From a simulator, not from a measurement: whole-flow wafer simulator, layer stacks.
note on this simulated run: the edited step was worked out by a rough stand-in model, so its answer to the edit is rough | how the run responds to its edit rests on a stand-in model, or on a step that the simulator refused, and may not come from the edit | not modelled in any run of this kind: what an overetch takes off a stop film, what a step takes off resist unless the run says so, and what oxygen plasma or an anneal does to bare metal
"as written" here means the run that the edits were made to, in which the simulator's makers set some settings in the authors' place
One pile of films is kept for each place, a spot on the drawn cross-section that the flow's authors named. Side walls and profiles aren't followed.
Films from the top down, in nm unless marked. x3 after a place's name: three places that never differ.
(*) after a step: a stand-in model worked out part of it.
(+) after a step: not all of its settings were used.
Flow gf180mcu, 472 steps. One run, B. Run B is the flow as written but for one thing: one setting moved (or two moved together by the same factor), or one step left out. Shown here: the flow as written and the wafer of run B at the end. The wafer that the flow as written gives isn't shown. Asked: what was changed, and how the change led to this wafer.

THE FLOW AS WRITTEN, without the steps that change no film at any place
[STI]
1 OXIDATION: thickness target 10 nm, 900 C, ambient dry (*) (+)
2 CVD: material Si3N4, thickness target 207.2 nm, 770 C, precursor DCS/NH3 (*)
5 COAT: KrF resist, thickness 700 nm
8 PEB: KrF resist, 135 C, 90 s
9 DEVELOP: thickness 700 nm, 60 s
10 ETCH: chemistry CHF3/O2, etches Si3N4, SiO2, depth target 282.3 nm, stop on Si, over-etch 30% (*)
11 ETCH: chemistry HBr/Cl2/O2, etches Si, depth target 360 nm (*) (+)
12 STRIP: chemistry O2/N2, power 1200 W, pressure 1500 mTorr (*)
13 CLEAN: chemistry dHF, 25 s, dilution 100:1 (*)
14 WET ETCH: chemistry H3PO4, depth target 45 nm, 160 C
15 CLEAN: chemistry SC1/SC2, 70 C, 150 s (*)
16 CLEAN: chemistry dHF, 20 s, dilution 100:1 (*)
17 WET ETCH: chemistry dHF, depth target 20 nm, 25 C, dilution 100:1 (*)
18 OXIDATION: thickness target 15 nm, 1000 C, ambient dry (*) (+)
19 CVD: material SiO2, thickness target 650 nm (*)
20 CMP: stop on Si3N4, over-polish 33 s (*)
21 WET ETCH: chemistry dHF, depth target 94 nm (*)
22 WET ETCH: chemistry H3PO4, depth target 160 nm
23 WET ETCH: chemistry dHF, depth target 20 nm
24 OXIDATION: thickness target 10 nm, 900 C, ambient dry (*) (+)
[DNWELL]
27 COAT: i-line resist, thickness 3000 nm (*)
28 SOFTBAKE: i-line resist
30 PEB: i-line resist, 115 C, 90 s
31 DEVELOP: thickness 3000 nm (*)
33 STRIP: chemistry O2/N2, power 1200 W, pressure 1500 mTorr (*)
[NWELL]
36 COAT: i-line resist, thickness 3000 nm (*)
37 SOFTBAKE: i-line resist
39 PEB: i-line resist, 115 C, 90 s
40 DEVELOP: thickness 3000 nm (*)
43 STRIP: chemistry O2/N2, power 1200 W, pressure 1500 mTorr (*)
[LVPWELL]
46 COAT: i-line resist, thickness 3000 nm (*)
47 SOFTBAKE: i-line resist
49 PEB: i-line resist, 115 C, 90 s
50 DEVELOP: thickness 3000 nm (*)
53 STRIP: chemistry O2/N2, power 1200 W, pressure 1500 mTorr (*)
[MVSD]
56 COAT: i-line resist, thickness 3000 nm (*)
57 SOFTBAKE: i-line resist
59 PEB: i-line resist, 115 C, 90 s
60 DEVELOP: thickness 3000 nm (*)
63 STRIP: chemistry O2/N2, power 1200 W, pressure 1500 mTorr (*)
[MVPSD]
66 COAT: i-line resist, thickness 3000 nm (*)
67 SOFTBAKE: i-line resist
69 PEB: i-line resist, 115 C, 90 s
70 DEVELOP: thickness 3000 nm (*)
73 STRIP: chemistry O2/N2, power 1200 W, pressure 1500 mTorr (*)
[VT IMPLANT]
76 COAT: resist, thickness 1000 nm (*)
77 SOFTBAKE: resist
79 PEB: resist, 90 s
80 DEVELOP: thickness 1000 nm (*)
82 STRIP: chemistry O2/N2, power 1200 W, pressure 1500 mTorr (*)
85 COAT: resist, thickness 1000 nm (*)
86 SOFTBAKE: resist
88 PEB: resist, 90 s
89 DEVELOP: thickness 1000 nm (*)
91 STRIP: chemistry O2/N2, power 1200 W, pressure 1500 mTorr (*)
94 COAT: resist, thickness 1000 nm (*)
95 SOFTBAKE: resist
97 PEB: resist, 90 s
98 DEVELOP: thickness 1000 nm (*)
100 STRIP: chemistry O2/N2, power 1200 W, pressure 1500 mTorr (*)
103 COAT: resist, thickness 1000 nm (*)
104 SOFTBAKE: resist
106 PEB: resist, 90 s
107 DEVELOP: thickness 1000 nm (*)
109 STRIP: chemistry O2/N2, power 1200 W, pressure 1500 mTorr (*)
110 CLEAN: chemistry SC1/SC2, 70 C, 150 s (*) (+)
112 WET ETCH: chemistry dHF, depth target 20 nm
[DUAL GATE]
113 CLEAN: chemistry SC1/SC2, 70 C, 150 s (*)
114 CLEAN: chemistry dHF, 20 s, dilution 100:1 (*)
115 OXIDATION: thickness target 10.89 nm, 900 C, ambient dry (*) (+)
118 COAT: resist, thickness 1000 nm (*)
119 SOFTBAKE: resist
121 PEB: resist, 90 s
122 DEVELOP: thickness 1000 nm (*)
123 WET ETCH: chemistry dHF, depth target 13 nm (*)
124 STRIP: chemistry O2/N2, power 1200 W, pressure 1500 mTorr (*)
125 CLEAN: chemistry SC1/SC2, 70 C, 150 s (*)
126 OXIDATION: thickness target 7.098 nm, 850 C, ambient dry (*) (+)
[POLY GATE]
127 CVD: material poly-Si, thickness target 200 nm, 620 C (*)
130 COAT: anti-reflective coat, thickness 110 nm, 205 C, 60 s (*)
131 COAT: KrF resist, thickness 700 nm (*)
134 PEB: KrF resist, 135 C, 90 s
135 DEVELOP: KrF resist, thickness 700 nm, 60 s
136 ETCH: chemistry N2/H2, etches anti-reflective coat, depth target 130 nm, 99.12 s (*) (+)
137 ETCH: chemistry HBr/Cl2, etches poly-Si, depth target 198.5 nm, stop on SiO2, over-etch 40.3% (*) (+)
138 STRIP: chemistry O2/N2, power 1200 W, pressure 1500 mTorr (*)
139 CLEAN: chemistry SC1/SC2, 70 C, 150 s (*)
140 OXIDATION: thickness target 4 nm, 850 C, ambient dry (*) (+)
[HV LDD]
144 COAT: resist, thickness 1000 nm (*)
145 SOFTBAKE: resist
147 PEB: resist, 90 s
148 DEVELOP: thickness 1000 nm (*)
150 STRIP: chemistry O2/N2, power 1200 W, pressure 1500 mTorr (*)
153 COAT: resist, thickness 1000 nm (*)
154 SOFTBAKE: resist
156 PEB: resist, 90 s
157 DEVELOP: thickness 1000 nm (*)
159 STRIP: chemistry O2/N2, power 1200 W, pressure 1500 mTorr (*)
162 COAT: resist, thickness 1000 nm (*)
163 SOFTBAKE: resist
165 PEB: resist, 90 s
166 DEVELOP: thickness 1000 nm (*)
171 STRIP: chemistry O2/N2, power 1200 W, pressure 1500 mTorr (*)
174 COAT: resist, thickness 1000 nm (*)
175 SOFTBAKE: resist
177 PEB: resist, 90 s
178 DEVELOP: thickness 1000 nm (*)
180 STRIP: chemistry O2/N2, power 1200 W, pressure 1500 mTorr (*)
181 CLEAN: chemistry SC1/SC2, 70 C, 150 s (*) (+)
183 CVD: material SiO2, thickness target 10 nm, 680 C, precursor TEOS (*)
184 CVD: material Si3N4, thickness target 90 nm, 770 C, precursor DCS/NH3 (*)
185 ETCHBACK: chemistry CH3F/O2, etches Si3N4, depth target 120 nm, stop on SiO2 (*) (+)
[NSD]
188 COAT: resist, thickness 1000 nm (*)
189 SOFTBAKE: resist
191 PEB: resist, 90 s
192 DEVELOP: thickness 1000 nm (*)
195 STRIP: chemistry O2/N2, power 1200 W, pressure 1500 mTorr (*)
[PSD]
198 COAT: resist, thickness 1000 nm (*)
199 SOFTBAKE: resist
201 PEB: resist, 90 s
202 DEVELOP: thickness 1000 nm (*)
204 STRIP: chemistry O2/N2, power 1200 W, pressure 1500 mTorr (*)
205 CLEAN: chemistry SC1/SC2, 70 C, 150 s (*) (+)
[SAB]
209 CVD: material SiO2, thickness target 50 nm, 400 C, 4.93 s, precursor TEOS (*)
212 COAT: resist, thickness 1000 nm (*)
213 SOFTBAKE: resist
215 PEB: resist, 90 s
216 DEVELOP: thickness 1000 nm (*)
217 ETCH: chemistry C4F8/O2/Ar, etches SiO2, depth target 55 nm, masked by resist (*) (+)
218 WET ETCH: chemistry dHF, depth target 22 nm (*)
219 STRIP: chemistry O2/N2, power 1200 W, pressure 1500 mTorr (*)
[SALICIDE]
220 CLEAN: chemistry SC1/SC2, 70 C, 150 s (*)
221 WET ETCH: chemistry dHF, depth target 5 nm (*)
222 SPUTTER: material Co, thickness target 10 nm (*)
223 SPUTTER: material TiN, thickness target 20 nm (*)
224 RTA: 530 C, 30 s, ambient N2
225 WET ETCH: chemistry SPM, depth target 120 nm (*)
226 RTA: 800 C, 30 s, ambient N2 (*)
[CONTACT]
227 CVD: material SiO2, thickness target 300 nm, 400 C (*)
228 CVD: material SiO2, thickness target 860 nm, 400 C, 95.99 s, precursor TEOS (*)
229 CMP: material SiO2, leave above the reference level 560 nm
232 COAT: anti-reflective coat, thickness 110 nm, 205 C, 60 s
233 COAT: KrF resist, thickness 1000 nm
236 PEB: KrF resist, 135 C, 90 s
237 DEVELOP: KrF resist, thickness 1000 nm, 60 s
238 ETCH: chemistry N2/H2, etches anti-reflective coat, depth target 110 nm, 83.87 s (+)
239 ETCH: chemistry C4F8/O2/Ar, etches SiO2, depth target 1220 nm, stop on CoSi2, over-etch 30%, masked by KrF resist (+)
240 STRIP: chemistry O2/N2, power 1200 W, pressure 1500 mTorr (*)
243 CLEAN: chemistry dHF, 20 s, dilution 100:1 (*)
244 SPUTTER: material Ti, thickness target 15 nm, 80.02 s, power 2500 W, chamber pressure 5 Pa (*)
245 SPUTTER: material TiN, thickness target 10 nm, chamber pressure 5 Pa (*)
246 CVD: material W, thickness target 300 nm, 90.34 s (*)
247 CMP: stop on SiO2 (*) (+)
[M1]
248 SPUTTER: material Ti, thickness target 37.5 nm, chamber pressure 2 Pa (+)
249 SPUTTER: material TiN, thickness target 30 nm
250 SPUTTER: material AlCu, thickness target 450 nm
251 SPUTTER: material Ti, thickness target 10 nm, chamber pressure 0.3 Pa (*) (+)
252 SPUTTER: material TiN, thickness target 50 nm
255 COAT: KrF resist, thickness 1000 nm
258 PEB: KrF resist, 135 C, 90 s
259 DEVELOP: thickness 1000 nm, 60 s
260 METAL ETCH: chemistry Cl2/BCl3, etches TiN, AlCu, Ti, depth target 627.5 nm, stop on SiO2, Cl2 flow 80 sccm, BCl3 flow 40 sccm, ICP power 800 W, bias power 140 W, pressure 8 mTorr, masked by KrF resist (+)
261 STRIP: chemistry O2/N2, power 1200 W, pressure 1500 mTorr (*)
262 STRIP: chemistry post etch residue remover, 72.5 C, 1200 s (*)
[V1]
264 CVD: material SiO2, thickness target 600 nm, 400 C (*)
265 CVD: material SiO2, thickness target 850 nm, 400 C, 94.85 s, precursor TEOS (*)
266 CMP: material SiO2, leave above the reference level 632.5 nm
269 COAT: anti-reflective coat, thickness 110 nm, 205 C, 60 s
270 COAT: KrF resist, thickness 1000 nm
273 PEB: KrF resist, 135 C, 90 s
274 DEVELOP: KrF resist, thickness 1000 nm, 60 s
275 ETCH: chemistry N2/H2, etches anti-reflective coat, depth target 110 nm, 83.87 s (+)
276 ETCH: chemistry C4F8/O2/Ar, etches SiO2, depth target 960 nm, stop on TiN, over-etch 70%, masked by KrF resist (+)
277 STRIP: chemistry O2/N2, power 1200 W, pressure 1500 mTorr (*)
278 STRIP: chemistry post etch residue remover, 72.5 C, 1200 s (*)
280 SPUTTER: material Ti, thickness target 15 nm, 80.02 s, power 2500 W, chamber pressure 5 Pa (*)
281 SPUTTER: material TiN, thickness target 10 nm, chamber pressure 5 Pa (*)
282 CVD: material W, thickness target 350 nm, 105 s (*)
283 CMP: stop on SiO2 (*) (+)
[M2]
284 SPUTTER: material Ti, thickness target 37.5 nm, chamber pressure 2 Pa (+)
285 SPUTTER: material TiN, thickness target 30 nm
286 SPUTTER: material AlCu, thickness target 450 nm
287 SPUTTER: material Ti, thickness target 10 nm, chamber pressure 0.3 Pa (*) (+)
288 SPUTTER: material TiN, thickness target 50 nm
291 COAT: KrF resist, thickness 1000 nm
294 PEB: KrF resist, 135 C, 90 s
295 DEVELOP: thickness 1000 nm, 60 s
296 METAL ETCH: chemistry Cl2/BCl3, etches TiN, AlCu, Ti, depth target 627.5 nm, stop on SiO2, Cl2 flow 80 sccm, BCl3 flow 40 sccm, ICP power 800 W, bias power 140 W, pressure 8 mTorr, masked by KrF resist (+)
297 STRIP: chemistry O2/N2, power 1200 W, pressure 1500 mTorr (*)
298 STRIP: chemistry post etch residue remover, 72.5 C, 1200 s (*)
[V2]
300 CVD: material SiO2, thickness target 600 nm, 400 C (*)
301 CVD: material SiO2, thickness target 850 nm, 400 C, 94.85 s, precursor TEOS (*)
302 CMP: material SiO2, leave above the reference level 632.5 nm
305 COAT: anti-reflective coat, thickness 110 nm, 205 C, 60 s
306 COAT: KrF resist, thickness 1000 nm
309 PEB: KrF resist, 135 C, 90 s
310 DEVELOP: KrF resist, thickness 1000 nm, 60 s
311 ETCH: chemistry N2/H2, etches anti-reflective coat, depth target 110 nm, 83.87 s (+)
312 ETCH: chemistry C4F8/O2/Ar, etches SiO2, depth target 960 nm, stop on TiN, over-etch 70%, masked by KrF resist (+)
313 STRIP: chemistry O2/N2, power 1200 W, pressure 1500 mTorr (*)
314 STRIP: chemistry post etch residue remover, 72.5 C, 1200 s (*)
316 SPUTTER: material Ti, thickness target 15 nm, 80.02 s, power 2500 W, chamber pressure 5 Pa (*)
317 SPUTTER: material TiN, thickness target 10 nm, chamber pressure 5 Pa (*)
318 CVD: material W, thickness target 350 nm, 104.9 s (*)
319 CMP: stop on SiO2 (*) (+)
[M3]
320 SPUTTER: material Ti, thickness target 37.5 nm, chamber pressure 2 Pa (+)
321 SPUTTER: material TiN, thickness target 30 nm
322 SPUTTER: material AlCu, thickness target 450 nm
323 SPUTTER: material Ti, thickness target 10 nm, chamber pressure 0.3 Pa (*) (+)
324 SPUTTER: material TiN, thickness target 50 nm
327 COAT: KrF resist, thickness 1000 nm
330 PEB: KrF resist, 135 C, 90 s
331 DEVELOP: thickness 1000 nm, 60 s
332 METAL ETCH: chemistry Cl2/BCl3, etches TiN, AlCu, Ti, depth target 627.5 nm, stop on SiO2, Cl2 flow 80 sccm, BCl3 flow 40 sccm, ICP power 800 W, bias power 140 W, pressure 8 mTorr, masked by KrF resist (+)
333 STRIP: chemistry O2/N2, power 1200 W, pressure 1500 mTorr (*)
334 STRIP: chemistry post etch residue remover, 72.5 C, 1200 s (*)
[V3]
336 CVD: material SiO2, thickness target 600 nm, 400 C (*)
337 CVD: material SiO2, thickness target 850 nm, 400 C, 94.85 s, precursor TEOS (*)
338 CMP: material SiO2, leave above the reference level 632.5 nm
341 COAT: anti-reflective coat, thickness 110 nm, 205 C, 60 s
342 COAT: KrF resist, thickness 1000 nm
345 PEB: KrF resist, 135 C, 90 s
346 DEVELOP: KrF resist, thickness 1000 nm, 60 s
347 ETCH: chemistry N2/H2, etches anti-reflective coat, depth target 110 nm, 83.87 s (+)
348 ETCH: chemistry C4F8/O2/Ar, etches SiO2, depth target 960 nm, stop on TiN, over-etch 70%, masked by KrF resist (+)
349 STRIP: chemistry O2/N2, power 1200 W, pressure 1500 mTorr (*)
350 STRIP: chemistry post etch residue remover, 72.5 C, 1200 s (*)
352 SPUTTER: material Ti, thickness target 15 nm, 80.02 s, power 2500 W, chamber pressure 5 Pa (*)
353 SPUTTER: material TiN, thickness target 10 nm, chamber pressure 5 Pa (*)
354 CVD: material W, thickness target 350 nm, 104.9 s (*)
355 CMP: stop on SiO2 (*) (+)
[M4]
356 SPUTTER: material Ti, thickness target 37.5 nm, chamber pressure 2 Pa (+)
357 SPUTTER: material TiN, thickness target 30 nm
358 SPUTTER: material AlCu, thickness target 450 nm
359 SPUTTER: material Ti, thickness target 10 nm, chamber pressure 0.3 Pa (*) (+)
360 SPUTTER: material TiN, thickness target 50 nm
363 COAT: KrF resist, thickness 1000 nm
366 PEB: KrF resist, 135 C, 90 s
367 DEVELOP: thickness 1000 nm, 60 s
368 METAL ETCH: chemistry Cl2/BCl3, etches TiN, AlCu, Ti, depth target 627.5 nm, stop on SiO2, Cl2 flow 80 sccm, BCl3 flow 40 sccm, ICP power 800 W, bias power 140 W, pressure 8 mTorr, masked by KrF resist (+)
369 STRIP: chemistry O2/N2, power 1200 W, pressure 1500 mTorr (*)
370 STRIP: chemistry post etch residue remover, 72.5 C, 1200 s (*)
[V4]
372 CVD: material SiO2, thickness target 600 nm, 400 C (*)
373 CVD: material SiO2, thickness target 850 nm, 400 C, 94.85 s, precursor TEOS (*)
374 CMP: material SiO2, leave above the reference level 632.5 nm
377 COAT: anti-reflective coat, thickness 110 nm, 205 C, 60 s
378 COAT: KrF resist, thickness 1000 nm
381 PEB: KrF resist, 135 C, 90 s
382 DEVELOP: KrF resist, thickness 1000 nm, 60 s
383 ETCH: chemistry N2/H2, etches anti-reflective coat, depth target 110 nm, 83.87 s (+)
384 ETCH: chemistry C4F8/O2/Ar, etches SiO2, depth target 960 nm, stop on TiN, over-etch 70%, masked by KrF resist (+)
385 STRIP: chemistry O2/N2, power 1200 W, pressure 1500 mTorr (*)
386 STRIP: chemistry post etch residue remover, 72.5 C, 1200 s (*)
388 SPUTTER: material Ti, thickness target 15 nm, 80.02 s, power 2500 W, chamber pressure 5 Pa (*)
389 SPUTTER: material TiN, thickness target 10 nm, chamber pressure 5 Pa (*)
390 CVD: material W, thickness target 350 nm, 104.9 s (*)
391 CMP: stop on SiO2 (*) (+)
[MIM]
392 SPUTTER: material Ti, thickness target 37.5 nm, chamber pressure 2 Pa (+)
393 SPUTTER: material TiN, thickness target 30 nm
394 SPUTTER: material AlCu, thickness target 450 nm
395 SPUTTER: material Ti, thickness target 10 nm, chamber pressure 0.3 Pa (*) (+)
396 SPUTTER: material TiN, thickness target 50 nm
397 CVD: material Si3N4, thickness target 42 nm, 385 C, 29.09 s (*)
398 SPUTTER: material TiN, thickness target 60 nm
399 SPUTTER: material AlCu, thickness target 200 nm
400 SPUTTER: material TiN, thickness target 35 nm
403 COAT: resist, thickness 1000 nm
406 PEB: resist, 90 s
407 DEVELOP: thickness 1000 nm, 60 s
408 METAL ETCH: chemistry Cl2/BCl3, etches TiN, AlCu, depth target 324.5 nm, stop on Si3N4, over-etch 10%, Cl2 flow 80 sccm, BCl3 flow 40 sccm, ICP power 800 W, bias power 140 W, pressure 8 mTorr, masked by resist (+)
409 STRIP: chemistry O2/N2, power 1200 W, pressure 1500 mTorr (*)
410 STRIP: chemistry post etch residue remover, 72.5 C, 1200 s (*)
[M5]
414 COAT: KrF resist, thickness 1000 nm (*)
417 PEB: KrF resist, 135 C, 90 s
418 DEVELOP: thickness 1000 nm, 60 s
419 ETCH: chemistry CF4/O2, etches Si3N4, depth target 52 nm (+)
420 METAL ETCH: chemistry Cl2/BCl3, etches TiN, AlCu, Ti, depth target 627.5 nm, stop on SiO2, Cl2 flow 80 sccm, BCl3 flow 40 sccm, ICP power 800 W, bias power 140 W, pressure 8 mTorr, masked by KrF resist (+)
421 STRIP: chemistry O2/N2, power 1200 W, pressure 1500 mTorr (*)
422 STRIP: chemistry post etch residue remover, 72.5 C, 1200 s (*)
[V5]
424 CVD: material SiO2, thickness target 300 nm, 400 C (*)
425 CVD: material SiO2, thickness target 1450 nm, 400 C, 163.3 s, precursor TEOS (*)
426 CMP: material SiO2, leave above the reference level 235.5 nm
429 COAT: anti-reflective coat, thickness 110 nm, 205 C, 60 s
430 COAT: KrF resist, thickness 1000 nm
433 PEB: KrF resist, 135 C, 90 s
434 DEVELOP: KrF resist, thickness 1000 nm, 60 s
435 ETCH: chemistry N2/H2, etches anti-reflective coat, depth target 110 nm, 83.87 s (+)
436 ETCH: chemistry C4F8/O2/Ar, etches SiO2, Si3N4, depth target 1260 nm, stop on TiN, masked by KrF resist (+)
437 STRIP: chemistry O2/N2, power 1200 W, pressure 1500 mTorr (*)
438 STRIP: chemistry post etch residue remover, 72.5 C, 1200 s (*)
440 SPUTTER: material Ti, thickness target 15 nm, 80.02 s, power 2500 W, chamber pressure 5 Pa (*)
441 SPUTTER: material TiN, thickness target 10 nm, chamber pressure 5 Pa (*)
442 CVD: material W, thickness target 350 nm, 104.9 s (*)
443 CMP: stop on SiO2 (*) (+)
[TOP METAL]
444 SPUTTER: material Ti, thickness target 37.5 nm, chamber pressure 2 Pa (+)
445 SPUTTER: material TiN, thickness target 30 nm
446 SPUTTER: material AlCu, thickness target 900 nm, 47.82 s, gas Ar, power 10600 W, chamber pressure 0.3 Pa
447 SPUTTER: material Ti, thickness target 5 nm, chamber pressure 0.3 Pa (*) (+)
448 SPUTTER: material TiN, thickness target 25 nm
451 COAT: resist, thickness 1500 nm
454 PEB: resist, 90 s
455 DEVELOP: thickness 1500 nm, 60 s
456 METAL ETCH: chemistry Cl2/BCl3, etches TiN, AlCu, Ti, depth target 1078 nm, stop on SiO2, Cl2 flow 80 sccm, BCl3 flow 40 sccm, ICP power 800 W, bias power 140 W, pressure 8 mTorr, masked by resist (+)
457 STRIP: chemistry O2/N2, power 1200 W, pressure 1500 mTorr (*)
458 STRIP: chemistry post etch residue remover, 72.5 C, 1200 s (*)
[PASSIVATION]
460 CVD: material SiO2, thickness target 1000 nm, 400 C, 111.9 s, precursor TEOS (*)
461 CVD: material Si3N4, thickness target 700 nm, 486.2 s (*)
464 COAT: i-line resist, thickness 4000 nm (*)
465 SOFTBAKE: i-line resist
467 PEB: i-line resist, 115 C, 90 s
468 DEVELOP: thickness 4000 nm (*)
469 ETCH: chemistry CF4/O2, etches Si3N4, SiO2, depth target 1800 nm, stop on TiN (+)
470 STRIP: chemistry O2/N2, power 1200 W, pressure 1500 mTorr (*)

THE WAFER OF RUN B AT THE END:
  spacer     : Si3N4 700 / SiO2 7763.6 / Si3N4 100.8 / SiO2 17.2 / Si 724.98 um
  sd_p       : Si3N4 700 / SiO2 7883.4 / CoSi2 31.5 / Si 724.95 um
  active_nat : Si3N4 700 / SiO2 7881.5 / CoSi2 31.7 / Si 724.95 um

The cause: step 184, CVD: thickness target 105 nm was run, where the flow has thickness target 90 nm; step 185, ETCHBACK: depth target 140 nm was run, where the flow has depth target 120 nm.

How the change led to this, step by step:
  184 CVD: material Si3N4, thickness target 90 nm, 770 C, precursor DCS/NH3 (*)
      field, field__w1, field__w2 and 101 more: Si3N4 +105 (new film) (as written it would be: Si3N4 +90 (new film))
  185 ETCHBACK: chemistry CH3F/O2, etches Si3N4, depth target 120 nm, stop on SiO2 (*) (+)
      field, field__w1, field__w2 and 100 more: Si3N4 -105 (all of it), SiO2 -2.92 (as written it would be: Si3N4 -90 (all of it), SiO2 -2.5)
  189 SOFTBAKE: resist
      field__w9: resist -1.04 (as written it would be: resist +1.85)
  199 SOFTBAKE: resist
      field__w9: resist -1.04 (as written it would be: resist +1.85)
  218 WET ETCH: chemistry dHF, depth target 22 nm (*)
      ld_drn_n, ld_sd_p: SiO2 -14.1 (all of it) (as written it would be: SiO2 -14.8 (all of it))
  226 RTA: 800 C, 30 s, ambient N2 (*)
      ld_drn_p: CoSi2 +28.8 (new film), CoSi -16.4 (all of it), Si -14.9 (as written it would be: CoSi2 +29.4 (new film), CoSi -16.7 (all of it), Si -15.2)
  229 CMP: material SiO2, leave above the reference level 560 nm
      spacer: SiO2 -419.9 (as written it would be: SiO2 -404.9)
